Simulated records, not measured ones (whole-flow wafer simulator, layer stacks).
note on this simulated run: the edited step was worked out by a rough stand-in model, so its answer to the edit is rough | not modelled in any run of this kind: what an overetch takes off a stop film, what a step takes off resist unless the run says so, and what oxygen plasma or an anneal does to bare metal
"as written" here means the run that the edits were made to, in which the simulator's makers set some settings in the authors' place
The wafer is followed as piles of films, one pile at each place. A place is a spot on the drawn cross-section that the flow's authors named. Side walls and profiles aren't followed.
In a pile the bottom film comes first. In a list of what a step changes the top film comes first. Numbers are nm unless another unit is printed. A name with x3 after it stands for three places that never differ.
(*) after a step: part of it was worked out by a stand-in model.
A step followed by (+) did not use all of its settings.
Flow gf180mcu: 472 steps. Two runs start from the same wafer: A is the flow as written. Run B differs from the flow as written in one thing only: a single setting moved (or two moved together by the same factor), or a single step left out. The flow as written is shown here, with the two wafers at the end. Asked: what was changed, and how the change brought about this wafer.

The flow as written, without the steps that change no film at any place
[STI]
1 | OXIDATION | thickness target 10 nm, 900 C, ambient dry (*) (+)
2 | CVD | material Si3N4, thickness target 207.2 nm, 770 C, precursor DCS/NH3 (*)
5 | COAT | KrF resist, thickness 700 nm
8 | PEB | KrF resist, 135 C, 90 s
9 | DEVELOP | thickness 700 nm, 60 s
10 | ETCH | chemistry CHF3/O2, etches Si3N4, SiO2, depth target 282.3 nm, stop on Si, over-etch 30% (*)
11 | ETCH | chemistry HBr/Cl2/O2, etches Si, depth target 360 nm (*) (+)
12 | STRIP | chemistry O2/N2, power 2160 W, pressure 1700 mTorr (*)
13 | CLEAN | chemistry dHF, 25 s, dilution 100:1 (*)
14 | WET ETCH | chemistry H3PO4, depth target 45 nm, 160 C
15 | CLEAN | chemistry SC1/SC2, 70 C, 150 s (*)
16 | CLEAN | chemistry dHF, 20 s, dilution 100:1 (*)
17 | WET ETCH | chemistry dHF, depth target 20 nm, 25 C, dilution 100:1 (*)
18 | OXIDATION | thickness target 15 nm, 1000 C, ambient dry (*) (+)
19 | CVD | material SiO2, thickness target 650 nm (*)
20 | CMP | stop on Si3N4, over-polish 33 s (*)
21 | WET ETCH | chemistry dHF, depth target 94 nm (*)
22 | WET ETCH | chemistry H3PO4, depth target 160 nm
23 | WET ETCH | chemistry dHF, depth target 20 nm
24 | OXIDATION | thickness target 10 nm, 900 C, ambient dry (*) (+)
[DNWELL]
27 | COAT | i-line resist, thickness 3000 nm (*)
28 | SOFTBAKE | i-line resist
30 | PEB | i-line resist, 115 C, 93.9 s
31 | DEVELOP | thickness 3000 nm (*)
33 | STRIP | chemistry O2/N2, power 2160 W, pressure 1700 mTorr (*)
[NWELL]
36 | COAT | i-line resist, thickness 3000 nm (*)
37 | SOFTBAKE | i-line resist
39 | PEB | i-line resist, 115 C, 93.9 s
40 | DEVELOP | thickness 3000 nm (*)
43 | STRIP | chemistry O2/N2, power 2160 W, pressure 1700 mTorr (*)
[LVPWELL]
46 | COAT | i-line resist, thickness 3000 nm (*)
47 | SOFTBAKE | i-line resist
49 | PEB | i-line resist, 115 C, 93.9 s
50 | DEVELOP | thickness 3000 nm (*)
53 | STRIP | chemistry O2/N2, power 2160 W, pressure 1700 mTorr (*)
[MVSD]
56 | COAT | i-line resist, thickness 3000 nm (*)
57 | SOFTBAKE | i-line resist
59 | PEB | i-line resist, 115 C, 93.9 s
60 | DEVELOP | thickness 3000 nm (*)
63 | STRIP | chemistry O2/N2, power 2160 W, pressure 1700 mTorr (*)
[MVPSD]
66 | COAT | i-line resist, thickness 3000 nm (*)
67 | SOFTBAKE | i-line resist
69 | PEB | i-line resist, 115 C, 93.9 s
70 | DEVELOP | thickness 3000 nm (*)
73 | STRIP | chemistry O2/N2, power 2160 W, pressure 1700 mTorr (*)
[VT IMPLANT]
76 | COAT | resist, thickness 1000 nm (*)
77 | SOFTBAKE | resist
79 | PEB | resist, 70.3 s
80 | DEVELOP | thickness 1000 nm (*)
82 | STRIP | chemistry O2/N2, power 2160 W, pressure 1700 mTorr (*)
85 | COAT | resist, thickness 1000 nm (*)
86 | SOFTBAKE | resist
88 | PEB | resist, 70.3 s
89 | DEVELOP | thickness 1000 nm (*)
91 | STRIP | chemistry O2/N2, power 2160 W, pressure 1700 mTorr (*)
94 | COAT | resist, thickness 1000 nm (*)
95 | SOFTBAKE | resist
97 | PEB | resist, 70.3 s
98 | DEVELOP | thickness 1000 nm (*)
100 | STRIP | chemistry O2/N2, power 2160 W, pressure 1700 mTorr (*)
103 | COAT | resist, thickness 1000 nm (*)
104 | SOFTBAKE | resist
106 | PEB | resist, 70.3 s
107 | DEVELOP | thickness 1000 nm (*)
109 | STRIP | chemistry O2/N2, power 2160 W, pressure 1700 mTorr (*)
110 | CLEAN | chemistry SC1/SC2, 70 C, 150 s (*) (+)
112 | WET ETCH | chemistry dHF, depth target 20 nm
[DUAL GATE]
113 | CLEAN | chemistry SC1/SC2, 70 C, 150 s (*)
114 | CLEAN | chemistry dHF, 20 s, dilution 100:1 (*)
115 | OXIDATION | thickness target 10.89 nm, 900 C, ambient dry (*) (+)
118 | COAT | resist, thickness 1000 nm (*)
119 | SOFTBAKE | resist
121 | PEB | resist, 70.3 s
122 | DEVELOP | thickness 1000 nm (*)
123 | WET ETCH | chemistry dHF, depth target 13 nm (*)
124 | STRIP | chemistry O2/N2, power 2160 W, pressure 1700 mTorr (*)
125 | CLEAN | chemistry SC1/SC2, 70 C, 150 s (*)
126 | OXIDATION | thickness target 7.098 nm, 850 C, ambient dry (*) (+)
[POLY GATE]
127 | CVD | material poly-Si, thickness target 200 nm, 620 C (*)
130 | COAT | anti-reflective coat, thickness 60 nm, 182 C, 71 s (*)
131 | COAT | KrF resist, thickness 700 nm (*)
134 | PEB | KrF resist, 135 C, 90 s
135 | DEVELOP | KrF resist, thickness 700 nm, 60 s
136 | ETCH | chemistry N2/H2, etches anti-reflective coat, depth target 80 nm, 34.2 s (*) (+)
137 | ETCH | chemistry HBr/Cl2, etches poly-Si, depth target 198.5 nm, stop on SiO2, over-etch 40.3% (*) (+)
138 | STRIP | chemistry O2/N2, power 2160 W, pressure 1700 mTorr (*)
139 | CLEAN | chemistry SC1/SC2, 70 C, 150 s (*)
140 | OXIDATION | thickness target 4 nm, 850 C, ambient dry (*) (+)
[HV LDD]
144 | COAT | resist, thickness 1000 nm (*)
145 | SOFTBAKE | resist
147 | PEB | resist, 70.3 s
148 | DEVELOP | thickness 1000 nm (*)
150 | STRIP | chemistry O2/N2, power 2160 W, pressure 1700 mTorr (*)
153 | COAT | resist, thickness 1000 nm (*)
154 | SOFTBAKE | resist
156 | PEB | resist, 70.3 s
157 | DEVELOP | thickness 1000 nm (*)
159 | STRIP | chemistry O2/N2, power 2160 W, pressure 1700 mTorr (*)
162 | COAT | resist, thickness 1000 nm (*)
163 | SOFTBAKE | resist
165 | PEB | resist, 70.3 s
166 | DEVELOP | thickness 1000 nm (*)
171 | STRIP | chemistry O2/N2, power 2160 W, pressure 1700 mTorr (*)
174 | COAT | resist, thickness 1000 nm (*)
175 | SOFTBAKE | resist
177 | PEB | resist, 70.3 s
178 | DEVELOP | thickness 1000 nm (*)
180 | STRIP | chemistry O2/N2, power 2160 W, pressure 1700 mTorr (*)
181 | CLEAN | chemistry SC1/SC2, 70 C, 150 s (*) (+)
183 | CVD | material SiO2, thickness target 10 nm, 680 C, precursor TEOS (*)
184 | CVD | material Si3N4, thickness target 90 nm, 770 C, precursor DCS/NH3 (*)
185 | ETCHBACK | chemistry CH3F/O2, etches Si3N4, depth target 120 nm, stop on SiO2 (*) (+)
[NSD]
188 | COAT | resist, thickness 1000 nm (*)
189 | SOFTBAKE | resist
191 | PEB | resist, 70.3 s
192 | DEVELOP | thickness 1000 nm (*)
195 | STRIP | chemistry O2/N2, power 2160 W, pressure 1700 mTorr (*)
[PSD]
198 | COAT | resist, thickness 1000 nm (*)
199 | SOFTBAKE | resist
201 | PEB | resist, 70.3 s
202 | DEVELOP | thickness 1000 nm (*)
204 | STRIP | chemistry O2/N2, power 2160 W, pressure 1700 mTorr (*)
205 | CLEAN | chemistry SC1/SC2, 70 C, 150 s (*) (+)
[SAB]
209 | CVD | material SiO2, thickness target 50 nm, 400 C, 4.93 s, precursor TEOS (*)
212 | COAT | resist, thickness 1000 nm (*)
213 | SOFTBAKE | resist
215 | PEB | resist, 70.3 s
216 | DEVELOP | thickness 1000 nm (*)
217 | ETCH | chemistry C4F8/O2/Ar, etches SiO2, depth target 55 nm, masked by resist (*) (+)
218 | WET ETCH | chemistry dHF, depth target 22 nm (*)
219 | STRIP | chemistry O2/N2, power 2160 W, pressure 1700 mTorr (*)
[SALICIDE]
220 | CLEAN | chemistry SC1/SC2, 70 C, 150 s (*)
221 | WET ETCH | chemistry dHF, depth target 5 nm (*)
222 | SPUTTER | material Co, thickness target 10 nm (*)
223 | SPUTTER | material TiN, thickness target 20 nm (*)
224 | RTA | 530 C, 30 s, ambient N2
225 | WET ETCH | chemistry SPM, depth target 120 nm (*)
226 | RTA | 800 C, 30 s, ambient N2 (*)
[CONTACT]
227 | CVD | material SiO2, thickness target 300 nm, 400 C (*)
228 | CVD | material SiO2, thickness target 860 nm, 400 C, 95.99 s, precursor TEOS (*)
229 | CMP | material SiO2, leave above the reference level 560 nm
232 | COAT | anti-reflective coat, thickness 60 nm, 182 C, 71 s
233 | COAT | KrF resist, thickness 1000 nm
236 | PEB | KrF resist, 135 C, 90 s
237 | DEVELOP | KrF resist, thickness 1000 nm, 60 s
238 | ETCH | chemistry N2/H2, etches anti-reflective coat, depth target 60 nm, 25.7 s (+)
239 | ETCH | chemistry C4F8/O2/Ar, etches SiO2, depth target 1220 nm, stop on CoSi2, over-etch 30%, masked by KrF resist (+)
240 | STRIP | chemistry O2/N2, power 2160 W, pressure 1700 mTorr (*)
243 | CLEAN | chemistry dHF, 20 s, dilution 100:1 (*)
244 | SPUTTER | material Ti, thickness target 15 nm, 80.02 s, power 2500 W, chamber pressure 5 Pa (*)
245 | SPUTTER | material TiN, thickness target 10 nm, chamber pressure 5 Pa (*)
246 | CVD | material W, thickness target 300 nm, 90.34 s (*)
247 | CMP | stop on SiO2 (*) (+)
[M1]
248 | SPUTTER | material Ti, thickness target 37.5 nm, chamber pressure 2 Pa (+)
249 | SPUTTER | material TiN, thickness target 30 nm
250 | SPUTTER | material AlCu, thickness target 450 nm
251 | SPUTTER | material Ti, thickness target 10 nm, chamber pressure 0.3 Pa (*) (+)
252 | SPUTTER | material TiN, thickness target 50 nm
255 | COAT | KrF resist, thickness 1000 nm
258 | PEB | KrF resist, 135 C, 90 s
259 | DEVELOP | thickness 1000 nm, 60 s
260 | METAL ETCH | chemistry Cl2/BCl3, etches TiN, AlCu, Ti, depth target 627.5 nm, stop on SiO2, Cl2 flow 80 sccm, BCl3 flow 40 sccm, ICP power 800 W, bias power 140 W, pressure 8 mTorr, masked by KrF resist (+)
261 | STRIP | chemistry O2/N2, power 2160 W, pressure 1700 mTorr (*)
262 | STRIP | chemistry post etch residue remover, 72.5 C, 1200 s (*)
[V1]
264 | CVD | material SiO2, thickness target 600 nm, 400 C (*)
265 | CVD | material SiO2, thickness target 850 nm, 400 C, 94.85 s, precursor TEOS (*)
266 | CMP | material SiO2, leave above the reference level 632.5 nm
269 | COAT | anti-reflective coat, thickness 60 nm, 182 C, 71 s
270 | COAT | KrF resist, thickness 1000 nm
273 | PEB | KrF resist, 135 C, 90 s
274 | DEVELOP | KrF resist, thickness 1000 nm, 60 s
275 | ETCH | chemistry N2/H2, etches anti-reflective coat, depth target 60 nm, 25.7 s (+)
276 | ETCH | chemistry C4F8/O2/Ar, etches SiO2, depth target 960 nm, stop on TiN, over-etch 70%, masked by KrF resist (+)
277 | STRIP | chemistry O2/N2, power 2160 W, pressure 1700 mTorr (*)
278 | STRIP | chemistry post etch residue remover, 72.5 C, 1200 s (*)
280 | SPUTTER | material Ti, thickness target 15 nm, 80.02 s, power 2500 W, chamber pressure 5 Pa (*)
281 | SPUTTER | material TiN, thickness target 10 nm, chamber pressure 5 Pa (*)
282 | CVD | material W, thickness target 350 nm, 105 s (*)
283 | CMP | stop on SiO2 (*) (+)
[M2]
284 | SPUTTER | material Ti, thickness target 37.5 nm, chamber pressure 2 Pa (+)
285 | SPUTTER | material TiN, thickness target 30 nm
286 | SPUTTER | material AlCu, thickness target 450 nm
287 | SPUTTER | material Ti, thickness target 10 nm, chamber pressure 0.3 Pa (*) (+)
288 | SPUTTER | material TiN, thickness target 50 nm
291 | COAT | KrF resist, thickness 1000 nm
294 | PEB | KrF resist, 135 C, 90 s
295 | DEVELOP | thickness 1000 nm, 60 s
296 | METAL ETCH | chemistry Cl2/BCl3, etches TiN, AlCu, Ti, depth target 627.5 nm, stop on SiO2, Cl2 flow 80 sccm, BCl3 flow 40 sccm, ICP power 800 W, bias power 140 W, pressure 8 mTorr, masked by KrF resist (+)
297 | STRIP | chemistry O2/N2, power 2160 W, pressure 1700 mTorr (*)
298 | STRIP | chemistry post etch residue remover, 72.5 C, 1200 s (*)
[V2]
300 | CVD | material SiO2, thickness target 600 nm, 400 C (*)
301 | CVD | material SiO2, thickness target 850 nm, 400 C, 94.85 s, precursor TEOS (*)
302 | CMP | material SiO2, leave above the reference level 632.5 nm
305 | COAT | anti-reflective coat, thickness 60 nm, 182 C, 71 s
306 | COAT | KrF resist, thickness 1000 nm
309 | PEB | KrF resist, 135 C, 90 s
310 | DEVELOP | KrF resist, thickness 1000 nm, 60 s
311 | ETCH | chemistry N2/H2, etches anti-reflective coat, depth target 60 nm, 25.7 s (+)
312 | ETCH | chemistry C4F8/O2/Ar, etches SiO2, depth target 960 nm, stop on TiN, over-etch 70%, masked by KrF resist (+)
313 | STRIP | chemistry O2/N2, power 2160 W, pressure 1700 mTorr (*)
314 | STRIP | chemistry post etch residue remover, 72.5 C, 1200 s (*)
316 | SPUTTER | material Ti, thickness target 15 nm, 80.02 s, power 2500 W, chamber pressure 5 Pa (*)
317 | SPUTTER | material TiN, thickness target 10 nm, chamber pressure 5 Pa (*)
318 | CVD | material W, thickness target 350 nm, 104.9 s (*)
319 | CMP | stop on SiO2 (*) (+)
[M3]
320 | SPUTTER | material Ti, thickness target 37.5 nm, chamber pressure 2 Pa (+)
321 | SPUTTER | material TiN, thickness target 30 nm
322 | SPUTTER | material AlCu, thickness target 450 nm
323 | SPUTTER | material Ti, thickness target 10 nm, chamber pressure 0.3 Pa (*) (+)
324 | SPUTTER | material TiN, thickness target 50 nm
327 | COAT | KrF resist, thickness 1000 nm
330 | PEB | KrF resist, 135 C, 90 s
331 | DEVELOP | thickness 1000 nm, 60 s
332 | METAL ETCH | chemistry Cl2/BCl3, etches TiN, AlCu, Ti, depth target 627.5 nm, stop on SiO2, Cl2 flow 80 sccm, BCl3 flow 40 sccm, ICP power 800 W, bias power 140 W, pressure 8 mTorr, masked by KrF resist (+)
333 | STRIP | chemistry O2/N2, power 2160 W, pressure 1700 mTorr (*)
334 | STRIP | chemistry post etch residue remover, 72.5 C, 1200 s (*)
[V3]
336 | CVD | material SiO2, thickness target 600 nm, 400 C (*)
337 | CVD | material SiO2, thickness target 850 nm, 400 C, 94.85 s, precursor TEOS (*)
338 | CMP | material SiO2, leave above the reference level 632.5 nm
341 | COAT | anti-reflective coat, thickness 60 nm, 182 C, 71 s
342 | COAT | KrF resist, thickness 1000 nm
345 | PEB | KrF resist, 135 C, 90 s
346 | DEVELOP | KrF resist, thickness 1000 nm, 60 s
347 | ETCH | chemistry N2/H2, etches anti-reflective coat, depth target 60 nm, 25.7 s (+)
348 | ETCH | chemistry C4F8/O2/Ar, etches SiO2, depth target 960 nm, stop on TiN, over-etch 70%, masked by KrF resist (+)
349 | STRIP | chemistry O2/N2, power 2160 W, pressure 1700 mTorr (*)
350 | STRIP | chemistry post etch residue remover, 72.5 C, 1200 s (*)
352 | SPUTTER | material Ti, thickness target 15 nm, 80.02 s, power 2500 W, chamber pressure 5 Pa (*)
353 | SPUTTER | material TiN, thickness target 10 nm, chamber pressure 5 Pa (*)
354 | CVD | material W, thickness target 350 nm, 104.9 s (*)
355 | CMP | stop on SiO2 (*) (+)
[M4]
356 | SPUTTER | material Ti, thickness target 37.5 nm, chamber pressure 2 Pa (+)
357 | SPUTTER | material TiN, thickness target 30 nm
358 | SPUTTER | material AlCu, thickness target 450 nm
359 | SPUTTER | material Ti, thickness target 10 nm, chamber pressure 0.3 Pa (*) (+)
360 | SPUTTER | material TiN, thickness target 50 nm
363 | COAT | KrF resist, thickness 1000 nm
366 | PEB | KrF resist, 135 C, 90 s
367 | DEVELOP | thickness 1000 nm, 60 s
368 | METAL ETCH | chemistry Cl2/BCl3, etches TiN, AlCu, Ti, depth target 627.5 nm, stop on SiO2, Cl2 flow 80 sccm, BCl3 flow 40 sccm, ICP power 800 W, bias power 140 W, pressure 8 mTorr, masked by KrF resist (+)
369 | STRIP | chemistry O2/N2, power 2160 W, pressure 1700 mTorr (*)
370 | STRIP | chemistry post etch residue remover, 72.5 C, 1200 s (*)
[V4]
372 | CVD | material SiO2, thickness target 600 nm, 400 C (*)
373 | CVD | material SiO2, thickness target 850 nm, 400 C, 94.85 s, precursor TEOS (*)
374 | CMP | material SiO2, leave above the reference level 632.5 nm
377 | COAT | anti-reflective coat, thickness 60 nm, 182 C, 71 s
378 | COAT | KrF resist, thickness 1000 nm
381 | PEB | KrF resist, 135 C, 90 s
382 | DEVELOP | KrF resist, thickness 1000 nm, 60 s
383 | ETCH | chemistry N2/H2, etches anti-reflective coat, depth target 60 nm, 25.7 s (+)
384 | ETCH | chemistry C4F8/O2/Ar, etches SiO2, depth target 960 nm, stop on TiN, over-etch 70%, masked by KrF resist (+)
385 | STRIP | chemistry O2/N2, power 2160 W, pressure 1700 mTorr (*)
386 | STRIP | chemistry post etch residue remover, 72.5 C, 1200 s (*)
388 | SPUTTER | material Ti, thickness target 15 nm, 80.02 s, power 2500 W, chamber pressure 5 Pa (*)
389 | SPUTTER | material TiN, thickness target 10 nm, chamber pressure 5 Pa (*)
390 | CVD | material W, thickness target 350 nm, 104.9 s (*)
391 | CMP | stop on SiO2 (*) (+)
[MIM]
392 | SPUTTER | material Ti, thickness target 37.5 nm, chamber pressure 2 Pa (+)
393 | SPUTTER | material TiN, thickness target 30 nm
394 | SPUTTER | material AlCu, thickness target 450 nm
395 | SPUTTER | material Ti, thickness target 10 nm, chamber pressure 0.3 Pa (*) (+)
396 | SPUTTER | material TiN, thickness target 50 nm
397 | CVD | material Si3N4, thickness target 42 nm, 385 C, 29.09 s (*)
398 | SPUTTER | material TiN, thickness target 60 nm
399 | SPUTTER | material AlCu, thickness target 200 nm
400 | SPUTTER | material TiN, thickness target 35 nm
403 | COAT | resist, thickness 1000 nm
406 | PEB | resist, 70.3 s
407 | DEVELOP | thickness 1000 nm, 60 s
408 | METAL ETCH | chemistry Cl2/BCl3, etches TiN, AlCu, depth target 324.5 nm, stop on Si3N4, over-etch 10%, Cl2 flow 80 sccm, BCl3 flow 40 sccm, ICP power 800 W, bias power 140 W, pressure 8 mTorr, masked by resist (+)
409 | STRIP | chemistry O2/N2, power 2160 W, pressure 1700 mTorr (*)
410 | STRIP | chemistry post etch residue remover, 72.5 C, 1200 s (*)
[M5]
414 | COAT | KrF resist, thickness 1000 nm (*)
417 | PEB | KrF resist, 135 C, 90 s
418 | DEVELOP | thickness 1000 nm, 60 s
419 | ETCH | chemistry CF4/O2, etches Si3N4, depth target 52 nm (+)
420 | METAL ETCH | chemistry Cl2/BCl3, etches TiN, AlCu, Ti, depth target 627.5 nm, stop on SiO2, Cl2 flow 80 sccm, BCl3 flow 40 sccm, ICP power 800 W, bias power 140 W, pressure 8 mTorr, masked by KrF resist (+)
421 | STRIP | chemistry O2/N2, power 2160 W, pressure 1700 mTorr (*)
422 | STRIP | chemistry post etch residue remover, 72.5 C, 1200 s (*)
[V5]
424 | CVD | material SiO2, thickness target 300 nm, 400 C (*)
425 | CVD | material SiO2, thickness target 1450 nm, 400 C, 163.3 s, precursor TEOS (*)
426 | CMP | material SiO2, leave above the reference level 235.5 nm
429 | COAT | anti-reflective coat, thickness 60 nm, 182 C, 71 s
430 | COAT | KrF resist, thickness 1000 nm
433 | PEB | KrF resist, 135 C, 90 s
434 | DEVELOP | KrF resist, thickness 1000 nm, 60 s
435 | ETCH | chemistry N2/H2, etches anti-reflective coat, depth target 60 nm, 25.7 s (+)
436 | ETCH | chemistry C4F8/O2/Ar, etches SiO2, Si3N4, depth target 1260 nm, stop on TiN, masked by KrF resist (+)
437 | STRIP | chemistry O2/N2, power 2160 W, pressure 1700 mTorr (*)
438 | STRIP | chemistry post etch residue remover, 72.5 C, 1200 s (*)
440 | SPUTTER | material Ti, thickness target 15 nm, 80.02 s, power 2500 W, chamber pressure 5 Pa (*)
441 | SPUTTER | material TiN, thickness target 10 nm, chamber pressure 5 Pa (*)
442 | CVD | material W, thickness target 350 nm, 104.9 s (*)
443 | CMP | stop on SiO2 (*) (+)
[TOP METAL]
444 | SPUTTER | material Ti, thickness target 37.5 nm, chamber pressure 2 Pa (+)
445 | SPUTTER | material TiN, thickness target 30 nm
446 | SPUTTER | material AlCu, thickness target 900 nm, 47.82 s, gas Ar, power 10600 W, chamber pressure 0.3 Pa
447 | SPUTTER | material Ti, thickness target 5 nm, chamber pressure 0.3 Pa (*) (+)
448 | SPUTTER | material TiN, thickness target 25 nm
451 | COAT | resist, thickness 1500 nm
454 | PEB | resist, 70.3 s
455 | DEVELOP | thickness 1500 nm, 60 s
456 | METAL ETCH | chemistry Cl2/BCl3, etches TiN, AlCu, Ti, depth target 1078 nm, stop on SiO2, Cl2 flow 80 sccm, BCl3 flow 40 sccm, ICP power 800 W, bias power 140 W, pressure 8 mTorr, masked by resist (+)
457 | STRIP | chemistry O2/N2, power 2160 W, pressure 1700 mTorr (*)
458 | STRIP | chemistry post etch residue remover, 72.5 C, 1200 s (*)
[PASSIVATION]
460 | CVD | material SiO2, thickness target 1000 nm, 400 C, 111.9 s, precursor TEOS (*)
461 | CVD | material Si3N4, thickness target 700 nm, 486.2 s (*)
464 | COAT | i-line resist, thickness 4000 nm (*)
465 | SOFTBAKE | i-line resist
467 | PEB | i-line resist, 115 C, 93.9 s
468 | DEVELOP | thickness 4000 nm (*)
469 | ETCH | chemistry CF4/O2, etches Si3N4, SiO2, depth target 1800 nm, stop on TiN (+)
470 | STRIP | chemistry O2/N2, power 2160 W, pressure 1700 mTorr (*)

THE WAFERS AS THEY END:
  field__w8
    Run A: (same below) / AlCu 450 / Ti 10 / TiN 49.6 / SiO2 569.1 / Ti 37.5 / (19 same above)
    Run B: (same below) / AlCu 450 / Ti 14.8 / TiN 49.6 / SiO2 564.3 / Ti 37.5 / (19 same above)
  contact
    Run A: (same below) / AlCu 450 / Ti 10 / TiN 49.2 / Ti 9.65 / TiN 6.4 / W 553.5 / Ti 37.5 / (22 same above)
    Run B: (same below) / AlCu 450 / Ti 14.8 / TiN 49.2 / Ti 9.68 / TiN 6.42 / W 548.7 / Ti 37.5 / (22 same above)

Cause: step 323, SPUTTER: thickness target 14.8 nm was run, though the flow has thickness target 10 nm.
The wafer lets one read it off: field__w8 has Ti 14.8, and step 323 as written asks for 10 nm.

How this came from the change, step by step:
  323 | SPUTTER | material Ti, thickness target 10 nm, chamber pressure 0.3 Pa (*) (+)
      field, field__w1, field__w2 and 108 more: A Ti gains 10 (new film) | B Ti gains 14.8 (new film)
  332 | METAL ETCH | chemistry Cl2/BCl3, etches TiN, AlCu, Ti, depth target 627.5 nm, stop on SiO2, Cl2 flow 80 sccm, BCl3 flow 40 sccm, ICP power 800 W, bias power 140 W, pressure 8 mTorr, masked by KrF resist (+)
      field, field__w1, field__w2 and 103 more: A TiN loses 50 (all of it), Ti loses 10 (all of it), AlCu loses 450 (all of it), TiN loses 30 (all of it), Ti loses 37.5 (all of it) | B TiN loses 50 (all of it), Ti loses 14.8 (all of it), AlCu loses 450 (all of it), TiN loses 30 (all of it), Ti loses 37.5 (all of it)
